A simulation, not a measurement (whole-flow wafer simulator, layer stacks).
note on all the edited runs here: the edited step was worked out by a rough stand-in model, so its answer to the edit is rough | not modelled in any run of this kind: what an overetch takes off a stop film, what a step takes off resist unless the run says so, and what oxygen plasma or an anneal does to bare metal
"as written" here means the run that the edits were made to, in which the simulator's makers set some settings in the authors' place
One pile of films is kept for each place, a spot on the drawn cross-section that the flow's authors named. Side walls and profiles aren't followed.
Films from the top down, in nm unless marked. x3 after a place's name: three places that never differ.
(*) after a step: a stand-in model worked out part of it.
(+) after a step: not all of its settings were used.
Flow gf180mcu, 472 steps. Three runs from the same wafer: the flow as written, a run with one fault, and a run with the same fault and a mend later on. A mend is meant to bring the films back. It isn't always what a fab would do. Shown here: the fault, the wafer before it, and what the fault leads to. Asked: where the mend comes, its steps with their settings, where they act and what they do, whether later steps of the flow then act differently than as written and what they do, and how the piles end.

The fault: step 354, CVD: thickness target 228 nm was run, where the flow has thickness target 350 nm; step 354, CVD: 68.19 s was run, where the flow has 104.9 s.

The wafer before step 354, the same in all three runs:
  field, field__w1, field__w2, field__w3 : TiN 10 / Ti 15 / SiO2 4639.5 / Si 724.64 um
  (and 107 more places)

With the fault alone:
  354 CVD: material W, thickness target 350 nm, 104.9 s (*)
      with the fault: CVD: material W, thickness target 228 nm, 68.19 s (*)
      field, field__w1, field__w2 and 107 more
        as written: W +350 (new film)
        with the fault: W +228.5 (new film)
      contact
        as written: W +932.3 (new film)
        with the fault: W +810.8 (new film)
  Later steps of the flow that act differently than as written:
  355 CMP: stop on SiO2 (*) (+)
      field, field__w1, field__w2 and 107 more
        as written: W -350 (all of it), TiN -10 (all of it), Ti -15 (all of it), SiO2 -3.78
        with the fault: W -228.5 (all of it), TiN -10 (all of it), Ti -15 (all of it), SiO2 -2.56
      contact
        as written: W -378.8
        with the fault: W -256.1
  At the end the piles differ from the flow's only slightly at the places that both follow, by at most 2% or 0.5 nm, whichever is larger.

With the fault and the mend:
  The mend comes after step 354.
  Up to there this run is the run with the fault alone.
  354a CVD: material W, thickness target 122 nm, 36.57 s (the flow's step 354 once more, with other settings)
      field, field__w1, field__w2 and 108 more
        W +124
  No later step of the flow acts differently than as written, at any place that is followed, by more than 2% or 0.5 nm, whichever is larger.
  At the end the piles differ from the flow's only slightly at the places that both follow, by at most 2% or 0.5 nm, whichever is larger.
